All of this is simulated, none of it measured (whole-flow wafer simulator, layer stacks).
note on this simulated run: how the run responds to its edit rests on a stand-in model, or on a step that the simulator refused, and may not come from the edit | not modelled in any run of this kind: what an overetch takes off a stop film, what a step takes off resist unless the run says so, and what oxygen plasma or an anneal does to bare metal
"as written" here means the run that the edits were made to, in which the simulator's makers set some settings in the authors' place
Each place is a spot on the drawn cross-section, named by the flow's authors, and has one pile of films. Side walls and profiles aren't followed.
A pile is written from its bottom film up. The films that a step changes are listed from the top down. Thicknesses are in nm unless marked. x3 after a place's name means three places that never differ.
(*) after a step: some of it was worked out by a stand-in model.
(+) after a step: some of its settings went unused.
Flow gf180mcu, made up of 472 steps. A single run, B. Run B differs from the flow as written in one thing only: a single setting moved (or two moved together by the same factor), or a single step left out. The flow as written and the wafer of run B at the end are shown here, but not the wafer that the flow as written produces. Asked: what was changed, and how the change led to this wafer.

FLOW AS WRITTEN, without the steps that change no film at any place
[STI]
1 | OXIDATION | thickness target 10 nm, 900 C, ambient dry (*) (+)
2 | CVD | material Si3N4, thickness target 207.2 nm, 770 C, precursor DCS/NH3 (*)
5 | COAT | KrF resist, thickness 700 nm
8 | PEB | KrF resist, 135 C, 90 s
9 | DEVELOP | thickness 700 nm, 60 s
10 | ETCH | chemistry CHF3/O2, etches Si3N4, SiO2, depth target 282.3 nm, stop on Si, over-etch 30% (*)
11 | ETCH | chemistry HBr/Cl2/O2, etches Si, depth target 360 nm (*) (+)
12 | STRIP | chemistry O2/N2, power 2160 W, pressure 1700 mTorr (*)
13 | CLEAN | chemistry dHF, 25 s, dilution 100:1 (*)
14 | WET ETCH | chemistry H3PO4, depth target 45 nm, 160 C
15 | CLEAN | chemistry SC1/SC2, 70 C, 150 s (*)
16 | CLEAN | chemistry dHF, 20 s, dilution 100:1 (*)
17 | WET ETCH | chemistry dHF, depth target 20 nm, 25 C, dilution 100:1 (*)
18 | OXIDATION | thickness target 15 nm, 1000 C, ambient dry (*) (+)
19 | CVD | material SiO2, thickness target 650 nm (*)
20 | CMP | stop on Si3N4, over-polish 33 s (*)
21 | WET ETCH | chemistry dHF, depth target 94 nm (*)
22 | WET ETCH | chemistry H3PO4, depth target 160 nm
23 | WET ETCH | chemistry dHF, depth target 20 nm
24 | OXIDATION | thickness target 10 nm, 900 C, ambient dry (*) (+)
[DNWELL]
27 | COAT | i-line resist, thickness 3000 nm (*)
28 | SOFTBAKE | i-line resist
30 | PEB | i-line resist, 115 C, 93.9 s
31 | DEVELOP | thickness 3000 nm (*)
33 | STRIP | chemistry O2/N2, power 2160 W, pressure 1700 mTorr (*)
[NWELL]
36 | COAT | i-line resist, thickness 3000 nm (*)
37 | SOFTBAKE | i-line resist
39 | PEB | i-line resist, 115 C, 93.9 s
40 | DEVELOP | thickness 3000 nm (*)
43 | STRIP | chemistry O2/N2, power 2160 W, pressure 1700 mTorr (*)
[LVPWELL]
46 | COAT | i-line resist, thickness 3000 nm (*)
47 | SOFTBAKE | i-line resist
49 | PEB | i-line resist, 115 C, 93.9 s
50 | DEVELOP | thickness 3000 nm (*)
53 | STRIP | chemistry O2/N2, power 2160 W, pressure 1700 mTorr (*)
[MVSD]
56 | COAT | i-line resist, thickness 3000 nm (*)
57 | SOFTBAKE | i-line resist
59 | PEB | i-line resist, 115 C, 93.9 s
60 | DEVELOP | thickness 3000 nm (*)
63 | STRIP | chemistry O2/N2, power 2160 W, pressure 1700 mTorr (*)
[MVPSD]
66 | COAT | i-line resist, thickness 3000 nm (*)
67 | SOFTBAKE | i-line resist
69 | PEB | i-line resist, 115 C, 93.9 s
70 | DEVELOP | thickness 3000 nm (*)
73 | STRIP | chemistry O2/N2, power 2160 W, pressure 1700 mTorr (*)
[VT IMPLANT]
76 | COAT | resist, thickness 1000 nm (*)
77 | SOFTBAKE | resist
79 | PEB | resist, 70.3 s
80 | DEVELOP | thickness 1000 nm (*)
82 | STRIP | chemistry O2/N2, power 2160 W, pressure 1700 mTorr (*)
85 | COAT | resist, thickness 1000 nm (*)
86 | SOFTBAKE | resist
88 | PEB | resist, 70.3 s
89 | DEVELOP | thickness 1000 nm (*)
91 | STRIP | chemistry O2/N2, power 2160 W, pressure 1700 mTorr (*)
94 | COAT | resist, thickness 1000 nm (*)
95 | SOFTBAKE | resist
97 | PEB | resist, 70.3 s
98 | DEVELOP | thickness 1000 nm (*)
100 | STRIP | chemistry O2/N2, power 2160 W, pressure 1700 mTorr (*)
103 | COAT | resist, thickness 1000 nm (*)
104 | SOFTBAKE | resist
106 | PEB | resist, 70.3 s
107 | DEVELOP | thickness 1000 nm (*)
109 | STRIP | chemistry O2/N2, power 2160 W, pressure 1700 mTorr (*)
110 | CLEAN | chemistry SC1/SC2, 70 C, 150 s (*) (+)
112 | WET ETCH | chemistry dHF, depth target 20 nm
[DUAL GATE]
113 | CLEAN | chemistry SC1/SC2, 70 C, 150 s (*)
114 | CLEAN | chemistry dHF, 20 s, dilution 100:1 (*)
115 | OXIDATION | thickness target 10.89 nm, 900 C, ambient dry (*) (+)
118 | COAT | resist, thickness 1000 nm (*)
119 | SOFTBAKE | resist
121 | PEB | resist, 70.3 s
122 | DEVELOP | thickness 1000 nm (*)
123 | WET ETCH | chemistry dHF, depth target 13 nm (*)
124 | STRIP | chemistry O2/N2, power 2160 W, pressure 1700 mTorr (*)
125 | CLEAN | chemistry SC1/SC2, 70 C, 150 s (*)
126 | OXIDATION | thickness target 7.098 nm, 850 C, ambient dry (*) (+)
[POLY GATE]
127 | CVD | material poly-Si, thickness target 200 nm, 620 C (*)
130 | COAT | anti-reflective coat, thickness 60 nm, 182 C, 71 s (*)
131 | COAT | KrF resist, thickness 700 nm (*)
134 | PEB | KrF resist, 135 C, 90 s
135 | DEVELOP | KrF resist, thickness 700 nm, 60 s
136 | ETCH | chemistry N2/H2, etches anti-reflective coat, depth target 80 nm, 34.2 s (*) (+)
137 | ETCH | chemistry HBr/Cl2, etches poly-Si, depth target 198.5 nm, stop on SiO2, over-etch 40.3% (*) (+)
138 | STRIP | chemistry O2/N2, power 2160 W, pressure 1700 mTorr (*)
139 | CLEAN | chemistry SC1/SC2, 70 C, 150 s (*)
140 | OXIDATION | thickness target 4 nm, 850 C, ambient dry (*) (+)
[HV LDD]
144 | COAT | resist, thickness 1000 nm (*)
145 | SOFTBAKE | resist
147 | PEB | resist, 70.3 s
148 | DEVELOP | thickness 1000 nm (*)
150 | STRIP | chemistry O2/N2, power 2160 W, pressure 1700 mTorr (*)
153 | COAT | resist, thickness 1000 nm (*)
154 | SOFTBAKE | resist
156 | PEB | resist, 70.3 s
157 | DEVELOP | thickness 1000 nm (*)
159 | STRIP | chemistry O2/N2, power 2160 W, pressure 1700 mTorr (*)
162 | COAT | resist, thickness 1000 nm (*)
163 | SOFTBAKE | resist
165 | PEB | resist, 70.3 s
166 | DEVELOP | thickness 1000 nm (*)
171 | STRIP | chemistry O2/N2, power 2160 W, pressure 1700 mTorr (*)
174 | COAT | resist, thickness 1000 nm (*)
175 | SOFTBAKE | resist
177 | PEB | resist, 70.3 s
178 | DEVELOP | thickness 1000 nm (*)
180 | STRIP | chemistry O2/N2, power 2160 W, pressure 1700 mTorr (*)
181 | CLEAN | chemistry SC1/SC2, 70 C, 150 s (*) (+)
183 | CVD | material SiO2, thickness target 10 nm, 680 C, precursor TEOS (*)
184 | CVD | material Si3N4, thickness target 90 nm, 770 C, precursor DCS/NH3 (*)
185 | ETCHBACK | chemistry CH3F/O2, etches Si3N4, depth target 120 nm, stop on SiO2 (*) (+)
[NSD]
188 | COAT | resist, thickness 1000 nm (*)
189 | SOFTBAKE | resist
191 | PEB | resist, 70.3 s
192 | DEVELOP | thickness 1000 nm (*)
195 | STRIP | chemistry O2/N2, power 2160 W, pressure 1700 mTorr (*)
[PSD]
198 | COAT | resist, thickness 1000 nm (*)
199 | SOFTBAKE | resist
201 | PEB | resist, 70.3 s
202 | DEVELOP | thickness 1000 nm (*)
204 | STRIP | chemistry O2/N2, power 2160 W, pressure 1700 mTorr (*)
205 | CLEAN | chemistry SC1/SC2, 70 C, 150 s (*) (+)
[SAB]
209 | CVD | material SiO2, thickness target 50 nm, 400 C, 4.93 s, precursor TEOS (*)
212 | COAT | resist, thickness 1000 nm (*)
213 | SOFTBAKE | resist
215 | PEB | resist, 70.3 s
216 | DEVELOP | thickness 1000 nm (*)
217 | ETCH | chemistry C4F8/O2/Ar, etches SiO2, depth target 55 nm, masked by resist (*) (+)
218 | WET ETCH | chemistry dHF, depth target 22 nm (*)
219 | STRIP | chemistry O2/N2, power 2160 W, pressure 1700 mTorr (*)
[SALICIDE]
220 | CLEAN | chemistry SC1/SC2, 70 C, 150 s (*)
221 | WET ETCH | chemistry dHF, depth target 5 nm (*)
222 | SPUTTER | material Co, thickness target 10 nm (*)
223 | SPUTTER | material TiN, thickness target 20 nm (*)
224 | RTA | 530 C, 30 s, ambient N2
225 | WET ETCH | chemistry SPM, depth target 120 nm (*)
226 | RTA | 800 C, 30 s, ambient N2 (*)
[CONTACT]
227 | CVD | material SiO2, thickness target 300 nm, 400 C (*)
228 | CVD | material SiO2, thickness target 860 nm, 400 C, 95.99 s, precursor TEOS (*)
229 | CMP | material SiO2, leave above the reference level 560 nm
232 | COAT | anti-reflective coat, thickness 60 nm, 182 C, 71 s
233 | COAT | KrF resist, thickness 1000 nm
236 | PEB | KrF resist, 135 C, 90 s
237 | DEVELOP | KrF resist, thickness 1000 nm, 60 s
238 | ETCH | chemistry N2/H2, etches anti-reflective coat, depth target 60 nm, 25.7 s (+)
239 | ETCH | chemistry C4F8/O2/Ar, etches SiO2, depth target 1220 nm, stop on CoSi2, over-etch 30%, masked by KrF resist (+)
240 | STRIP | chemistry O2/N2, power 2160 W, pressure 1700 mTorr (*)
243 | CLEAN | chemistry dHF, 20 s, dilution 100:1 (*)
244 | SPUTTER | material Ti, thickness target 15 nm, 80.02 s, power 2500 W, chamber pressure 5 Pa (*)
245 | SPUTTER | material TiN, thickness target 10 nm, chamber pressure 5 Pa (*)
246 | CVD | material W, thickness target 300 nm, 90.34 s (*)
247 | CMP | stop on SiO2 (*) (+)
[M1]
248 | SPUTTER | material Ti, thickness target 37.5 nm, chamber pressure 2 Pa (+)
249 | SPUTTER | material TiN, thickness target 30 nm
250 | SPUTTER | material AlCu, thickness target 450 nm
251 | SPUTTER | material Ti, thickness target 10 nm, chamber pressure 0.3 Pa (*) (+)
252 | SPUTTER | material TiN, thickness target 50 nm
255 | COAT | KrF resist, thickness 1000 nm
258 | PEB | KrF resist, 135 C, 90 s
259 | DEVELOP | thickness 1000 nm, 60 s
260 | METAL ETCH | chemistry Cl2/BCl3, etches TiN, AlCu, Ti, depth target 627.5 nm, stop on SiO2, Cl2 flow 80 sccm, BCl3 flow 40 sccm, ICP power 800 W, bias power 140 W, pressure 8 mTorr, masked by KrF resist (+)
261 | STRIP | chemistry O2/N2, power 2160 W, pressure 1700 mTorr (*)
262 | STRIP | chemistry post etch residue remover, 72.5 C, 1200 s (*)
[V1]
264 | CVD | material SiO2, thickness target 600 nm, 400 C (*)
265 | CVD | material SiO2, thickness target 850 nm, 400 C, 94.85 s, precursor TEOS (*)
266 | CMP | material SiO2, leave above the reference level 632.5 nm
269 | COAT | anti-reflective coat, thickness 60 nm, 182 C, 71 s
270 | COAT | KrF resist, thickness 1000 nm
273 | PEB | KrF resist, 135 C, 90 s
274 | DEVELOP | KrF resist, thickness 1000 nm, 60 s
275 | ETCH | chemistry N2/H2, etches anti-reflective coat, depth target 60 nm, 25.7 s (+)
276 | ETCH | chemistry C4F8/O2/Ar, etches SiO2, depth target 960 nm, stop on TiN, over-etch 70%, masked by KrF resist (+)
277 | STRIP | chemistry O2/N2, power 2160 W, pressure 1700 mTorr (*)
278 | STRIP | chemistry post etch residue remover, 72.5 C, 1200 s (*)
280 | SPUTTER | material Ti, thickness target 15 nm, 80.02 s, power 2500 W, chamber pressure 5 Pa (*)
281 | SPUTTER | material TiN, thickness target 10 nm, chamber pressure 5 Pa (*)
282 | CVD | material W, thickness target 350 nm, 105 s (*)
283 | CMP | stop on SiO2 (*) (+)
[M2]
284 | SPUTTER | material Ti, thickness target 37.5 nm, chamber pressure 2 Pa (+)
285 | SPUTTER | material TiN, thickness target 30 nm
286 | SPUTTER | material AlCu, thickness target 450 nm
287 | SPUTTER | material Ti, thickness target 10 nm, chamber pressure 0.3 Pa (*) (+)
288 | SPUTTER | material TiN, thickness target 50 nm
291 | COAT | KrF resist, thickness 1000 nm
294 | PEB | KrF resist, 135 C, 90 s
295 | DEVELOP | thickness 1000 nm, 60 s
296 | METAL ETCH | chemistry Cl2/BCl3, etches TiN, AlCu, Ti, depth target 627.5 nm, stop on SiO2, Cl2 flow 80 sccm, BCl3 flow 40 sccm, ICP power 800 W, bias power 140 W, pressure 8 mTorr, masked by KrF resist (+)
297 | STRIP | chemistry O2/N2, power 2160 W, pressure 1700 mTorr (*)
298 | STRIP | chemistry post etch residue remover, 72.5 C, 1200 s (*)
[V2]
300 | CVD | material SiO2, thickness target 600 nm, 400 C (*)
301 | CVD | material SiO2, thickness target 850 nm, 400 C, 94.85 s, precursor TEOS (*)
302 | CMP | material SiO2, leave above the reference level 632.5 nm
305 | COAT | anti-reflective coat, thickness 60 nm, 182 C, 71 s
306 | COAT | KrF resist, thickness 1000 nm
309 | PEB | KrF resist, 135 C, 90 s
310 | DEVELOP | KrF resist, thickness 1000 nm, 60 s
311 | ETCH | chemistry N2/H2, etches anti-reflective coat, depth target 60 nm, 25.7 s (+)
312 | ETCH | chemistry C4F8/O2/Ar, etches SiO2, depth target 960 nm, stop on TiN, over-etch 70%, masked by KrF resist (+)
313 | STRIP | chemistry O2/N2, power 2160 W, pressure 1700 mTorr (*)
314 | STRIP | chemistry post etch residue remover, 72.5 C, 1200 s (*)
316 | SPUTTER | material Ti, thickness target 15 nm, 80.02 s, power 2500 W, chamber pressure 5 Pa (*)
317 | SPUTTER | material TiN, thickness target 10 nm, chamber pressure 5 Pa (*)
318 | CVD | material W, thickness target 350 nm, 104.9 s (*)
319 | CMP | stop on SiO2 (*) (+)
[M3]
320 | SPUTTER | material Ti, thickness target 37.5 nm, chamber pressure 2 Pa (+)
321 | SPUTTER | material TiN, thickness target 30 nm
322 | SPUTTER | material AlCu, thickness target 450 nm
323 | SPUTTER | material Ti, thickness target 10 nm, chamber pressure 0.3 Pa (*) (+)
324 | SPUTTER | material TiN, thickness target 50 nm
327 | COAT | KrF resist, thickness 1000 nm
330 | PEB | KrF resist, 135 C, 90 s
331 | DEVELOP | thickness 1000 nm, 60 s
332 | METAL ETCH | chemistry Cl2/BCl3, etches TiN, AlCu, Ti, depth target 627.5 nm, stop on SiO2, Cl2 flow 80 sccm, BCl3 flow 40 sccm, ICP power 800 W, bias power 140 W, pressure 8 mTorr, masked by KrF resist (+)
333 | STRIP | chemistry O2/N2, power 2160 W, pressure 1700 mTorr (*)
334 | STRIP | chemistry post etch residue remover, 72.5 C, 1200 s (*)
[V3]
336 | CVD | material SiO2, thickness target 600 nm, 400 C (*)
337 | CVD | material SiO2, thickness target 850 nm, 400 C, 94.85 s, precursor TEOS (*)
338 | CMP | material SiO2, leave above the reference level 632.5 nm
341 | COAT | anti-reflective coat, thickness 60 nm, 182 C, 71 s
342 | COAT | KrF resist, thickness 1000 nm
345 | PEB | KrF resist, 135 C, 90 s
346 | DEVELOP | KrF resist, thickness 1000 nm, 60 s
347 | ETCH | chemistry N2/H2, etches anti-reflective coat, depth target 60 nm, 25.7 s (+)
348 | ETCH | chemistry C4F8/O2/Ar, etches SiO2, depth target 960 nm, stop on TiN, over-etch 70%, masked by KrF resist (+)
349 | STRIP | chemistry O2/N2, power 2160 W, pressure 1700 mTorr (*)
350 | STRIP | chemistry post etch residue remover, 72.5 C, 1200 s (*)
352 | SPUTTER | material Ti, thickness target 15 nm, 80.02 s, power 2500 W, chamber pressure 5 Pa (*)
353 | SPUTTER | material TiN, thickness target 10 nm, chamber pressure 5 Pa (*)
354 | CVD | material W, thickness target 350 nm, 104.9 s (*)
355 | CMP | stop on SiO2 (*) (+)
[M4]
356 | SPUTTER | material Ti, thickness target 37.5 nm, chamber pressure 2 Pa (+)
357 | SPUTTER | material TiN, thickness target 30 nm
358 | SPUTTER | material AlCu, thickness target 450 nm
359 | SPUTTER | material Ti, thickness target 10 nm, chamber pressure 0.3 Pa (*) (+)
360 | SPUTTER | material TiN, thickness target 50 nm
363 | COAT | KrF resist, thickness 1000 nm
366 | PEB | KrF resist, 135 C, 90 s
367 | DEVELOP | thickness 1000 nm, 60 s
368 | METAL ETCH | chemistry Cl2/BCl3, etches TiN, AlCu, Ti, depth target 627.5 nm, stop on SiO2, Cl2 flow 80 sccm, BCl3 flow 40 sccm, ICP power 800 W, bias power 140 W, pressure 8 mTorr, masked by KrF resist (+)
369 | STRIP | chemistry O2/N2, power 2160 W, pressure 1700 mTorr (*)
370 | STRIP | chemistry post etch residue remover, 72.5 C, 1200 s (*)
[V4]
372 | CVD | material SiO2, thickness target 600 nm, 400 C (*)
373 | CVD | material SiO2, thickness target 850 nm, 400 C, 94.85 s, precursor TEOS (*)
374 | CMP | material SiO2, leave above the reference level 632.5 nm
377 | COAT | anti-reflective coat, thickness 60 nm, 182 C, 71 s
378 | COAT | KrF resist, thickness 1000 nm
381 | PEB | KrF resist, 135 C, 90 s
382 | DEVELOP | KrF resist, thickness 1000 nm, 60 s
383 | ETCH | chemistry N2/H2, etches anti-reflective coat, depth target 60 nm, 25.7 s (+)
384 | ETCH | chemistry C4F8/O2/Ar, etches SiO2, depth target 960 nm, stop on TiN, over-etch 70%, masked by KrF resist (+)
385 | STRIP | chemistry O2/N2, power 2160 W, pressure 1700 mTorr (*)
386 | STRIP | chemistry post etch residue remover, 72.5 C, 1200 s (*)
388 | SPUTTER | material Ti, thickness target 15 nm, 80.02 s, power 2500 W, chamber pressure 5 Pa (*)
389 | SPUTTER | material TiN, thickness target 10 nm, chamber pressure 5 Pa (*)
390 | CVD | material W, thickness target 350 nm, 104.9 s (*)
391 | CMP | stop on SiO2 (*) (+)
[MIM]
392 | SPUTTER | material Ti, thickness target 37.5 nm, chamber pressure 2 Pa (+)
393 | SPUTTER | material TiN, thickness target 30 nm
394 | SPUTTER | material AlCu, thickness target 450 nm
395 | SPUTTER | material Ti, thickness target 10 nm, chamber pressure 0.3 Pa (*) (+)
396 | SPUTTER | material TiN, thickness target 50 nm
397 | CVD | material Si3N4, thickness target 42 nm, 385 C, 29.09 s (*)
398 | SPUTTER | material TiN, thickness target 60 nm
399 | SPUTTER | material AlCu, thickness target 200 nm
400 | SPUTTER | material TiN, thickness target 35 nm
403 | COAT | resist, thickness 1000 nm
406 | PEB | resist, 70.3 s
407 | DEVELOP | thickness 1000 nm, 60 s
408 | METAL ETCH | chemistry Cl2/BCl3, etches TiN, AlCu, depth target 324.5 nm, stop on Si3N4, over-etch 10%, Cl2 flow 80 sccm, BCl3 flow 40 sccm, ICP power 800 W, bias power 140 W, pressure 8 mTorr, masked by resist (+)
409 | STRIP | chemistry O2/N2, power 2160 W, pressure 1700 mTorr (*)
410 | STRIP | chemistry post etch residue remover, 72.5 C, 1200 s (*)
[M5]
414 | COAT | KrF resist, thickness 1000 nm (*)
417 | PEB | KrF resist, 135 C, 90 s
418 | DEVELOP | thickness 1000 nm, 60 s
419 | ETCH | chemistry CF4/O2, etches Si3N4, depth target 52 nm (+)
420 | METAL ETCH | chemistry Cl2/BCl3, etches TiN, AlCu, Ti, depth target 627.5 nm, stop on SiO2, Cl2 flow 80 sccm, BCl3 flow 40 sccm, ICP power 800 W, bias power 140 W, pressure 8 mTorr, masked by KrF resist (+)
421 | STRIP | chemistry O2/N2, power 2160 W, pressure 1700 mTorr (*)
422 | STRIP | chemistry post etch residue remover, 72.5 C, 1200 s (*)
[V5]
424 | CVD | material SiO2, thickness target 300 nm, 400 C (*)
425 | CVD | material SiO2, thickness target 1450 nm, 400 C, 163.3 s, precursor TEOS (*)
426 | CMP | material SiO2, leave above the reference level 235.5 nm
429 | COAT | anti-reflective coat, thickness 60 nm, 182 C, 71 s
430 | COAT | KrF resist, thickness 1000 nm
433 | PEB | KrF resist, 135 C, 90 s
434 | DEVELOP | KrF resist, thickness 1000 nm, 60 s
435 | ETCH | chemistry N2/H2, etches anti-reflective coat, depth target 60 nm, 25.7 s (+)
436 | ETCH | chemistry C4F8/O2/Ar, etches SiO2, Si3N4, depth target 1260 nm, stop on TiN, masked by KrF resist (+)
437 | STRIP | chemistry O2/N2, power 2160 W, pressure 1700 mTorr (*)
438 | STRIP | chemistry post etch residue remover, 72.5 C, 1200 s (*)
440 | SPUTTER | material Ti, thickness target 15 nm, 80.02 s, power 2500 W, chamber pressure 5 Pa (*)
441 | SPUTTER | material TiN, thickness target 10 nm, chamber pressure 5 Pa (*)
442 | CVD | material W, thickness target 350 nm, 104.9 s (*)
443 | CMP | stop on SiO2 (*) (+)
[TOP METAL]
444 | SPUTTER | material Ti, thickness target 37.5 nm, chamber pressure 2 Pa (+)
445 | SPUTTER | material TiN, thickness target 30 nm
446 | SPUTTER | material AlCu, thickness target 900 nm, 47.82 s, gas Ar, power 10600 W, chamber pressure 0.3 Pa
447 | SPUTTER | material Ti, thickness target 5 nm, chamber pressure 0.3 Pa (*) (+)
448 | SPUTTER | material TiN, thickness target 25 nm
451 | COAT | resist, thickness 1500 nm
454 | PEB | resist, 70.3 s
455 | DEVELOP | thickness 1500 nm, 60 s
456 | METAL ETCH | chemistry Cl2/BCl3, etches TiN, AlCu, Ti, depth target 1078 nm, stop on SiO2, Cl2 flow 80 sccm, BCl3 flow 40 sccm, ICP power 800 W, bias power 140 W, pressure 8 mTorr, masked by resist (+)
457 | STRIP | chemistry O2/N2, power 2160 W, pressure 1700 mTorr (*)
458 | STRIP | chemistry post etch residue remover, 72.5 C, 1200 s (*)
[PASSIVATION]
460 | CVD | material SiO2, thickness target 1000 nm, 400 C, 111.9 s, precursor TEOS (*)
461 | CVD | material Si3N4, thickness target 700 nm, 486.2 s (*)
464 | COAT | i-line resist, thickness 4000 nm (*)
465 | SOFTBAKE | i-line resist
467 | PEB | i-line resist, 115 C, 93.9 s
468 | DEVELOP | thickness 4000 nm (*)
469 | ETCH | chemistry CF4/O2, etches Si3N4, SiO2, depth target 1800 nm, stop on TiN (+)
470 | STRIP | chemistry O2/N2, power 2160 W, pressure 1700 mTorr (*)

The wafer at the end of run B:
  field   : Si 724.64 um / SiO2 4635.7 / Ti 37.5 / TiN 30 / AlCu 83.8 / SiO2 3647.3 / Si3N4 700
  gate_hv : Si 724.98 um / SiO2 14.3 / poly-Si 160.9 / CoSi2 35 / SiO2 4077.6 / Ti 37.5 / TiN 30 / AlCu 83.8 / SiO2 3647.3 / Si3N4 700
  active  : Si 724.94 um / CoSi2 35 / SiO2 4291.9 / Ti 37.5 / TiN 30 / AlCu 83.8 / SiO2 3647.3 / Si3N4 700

What caused this: step 358, SPUTTER: thickness target 657 nm was run, though the flow has thickness target 450 nm.

How this came from the change, step by step:
  358 | SPUTTER | material AlCu, thickness target 450 nm
      field, field__w1, field__w2 and 108 more: AlCu gains 657 (new film) (as written it would have been: AlCu gains 450 (new film))
  368 | METAL ETCH | chemistry Cl2/BCl3, etches TiN, AlCu, Ti, depth target 627.5 nm, stop on SiO2, Cl2 flow 80 sccm, BCl3 flow 40 sccm, ICP power 800 W, bias power 140 W, pressure 8 mTorr, masked by KrF resist (+)
      field, field__w1, field__w2 and 103 more: TiN loses 50 (all of it), Ti loses 10 (all of it), AlCu loses 567.5 (as written it would have been: TiN loses 50 (all of it), Ti loses 10 (all of it), AlCu loses 450 (all of it), TiN loses 30 (all of it), Ti loses 37.5 (all of it))
  370 | STRIP | chemistry post etch residue remover, 72.5 C, 1200 s (*)
      field, field__w1, field__w2 and 103 more: AlCu loses 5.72 (as written it would have been: nothing)
  372 | CVD | material SiO2, thickness target 600 nm, 400 C (*)
      field, field__w1, field__w2 and 103 more: SiO2 gains 600 (new film) (as written it would have been: SiO2 gains 600)
  374 | CMP | material SiO2, leave above the reference level 632.5 nm
      field, field__w1, field__w2 and 103 more: SiO2 loses 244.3 (as written it would have been: SiO2 loses 300)
Taking metal films that touch as one body, field has 1 body; the flow as written gives 0 bodies.
Taking metal films that touch as one body, gate_hv has 2 bodies (between them, from the top down: SiO2 4077.6); the flow as written gives 1 body.
Taking metal films that touch as one body, active has 2 bodies (between them, from the top down: SiO2 4291.9); the flow as written gives 1 body.
